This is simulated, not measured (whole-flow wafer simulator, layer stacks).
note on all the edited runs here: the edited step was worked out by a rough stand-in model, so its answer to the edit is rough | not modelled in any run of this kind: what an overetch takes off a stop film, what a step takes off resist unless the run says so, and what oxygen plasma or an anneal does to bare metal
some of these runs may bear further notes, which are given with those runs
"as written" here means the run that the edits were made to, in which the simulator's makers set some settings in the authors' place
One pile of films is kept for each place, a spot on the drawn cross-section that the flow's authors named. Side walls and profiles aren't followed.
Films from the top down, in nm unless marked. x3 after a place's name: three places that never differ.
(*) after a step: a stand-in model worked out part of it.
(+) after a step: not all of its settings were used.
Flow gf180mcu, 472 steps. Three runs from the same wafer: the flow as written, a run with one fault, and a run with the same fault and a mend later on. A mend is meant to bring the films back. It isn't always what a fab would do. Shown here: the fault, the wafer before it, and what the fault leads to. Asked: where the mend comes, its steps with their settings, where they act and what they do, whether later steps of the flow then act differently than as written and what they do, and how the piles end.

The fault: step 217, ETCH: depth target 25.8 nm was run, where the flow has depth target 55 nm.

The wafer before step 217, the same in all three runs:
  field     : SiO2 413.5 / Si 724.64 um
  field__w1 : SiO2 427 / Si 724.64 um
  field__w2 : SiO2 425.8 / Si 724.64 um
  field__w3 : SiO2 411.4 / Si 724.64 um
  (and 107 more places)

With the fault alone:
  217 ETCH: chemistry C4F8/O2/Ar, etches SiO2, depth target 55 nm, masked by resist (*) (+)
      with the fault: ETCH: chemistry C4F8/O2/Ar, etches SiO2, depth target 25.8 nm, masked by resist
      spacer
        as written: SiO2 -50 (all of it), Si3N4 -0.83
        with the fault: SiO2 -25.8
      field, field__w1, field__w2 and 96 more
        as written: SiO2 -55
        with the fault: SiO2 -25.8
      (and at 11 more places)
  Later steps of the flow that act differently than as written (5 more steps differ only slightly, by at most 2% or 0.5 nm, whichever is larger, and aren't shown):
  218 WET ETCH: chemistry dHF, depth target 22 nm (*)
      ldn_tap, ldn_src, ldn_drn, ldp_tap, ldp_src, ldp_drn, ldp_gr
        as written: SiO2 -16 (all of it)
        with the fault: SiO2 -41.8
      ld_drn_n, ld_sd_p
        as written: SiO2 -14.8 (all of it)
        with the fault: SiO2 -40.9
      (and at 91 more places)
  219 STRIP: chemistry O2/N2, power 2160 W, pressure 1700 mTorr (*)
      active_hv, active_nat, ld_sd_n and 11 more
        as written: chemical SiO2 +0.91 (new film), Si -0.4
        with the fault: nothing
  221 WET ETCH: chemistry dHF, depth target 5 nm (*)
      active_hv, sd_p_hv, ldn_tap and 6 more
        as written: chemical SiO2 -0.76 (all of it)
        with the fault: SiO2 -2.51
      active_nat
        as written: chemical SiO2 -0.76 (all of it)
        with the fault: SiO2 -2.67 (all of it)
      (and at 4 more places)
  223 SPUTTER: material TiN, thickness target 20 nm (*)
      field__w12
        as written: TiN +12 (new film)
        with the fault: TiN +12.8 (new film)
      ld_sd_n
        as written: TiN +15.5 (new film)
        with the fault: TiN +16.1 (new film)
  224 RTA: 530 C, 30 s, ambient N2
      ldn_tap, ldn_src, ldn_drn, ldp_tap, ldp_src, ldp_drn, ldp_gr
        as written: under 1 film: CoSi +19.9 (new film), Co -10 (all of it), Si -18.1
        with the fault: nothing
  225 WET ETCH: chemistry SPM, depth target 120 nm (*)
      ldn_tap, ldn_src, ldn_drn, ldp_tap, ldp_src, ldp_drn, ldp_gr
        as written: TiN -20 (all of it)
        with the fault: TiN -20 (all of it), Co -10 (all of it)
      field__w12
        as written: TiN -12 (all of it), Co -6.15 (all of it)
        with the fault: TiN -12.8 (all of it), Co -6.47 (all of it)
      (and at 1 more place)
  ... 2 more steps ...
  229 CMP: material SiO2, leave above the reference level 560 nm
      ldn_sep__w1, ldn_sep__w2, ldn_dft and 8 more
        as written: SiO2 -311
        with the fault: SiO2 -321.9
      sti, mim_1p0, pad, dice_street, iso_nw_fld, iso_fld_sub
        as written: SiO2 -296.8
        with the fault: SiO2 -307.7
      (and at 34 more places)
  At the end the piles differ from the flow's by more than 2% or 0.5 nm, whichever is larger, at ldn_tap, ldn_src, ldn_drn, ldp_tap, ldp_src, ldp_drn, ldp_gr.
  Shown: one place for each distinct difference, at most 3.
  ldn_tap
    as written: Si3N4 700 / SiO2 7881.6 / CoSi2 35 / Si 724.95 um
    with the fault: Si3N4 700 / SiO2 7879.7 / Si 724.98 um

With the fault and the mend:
  The mend comes after step 217.
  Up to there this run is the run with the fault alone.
  217a ETCH: chemistry C4F8/O2/Ar, etches SiO2, depth target 29.2 nm, masked by resist (*) (+) (the flow's step 217 once more, with other settings)
      field, field__w1, field__w2 and 96 more
        SiO2 -29.2
      field__w5, field__w9, field__w13 and 8 more
        resist -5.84
      spacer
        SiO2 -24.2 (all of it), Si3N4 -0.83
  No later step of the flow acts differently than as written, at any place that is followed, by more than 2% or 0.5 nm, whichever is larger.
  At the end the piles differ from the flow's only slightly at the places that both follow, by at most 2% or 0.5 nm, whichever is larger.
